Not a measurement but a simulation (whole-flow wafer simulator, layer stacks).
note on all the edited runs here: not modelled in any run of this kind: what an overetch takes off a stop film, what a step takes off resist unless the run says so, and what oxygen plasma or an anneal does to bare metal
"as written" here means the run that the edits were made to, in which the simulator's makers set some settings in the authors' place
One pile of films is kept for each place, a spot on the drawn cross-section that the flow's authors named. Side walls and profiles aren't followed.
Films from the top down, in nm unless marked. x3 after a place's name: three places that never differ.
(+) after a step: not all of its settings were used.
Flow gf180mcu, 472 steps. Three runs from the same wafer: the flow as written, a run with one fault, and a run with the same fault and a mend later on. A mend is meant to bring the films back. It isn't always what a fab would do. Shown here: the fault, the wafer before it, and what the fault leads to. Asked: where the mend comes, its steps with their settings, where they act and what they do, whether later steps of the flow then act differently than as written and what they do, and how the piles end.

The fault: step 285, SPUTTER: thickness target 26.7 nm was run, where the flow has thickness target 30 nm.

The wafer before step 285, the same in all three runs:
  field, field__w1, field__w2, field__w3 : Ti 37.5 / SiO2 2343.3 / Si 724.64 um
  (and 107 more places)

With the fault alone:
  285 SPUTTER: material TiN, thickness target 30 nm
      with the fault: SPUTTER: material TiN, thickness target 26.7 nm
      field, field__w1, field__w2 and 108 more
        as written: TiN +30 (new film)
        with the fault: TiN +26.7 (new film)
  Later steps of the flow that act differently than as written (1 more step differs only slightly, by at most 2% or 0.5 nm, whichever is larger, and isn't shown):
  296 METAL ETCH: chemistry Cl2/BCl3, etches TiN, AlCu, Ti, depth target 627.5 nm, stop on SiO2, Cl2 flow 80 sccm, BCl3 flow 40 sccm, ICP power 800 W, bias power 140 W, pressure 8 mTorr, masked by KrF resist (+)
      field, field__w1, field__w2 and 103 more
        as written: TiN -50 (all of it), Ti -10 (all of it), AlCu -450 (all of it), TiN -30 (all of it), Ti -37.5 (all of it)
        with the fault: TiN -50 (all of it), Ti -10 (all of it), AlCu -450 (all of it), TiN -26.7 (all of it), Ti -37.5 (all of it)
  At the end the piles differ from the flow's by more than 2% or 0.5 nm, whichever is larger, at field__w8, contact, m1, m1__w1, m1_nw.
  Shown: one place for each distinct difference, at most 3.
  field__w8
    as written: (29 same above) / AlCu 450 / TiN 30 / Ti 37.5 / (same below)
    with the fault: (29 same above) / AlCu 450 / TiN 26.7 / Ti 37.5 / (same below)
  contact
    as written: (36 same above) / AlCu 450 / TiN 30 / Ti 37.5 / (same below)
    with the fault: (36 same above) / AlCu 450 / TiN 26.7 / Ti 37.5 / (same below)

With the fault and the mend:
  The mend comes after step 285.
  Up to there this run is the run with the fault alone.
  285a SPUTTER: material TiN, thickness target 3.3 nm (the flow's step 285 once more, with other settings)
      field, field__w1, field__w2 and 108 more
        TiN +3.3
  No later step of the flow acts differently than as written at any place that is followed.
  At the end the piles are the same as the flow's at every place that both follow.
